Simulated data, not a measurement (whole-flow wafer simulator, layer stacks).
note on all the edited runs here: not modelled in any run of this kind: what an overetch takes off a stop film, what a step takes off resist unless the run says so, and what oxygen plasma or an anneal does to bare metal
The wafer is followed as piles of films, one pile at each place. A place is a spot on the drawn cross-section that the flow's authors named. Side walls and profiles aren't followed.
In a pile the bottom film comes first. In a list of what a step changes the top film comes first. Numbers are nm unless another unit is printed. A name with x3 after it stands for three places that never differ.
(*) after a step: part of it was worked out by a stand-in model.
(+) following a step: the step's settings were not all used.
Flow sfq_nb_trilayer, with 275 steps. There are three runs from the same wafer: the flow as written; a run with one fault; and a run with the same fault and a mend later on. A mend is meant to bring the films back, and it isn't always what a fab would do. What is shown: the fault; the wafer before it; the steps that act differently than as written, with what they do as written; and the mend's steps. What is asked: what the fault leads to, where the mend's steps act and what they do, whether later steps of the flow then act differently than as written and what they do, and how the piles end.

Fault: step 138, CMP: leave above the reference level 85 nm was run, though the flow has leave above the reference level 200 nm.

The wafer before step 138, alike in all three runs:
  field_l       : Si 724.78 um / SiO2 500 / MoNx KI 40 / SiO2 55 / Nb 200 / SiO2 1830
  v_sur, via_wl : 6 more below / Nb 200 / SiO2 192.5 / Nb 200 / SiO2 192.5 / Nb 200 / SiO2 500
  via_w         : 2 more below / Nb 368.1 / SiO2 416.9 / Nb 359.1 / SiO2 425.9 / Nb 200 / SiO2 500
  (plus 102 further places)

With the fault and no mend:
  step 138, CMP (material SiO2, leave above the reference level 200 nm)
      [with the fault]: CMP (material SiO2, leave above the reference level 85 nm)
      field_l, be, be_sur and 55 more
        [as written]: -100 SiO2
        [with the fault]: -215 SiO2
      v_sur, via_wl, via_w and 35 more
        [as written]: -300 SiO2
        [with the fault]: -415 SiO2
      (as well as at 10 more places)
  Steps later in the flow that act otherwise than as written (not shown: 4 more steps that differ only slightly, by at most 2% or 0.5 nm, whichever is larger):
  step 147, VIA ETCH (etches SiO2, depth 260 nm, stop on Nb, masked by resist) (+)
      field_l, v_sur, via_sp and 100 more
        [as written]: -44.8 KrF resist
        [with the fault]: -21.9 KrF resist
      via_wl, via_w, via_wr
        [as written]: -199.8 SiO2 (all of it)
        [with the fault]: -84.8 SiO2 (all of it)
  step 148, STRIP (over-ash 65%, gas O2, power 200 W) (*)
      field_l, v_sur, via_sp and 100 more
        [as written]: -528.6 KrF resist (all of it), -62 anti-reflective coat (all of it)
        [with the fault]: -551.5 KrF resist (all of it), -62 anti-reflective coat (all of it)
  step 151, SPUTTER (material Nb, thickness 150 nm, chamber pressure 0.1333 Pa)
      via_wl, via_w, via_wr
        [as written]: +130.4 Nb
        [with the fault]: +144 Nb
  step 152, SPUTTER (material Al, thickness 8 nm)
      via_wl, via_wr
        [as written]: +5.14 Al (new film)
        [with the fault]: +6.54 Al (new film)
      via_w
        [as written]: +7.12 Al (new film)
        [with the fault]: +7.92 Al (new film)
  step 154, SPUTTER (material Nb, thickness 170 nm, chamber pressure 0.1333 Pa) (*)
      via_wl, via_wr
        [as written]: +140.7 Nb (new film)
        [with the fault]: +135.3 Nb (new film)
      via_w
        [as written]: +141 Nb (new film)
        [with the fault]: +168.9 Nb (new film)
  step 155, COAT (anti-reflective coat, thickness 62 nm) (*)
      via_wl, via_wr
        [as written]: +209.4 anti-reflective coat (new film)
        [with the fault]: +145.5 anti-reflective coat (new film)
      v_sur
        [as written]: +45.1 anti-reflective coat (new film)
        [with the fault]: +51.3 anti-reflective coat (new film)
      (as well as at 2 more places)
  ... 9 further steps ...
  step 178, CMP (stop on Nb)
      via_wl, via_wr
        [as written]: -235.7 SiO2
        [with the fault]: -363.9 SiO2
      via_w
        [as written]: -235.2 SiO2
        [with the fault]: -363.5 SiO2
  By the end, the piles at field_l, v_sur, via_wl and 103 more depart from the flow's by more than 2% or 0.5 nm, whichever is larger.
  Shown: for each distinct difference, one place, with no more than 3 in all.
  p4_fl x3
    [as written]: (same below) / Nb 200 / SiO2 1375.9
    [with the fault]: (same below) / Nb 200 / SiO2 1260.9
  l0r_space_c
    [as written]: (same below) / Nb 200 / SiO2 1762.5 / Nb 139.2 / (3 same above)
    [with the fault]: (same below) / Nb 200 / SiO2 1647.5 / Nb 139.2 / (3 same above)
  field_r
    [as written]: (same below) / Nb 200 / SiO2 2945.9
    [with the fault]: (same below) / Nb 200 / SiO2 2830.9

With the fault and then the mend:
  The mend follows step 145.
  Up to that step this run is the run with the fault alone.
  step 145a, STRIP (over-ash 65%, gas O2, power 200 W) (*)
      field_l, v_sur, via_sp and 100 more
        -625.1 KrF resist (all of it), -62 anti-reflective coat (all of it)
      via_wl, via_w, via_wr
        -62 anti-reflective coat (all of it)
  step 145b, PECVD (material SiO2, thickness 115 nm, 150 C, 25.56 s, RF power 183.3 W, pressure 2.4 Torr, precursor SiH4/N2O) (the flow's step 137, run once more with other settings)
      field_l, v_sur, via_wl and 103 more
        +115 SiO2
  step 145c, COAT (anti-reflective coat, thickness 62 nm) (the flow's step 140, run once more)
      field_l, v_sur, via_wl and 103 more
        +62 anti-reflective coat (new film)
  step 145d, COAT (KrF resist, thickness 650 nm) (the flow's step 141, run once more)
      field_l, v_sur, via_wl and 103 more
        +650 KrF resist (new film)
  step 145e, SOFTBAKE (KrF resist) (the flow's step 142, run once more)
      alters no film at any place that is followed
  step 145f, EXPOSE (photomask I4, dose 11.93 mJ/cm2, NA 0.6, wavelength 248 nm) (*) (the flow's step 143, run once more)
      alters no film at any place that is followed
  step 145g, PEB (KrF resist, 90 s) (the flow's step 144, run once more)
      field_l, v_sur, via_wl and 103 more
        -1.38 KrF resist
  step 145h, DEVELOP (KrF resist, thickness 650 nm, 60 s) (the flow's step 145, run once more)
      field_l, v_sur, via_sp and 100 more
        -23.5 KrF resist
      via_wl, via_w, via_wr
        -648.6 KrF resist (all of it)
  Every later step of the flow that is run acts as written, at every place that is followed, to within 2% or 0.5 nm, whichever is larger.
  At every place that both follow, the piles at the end match the flow's.
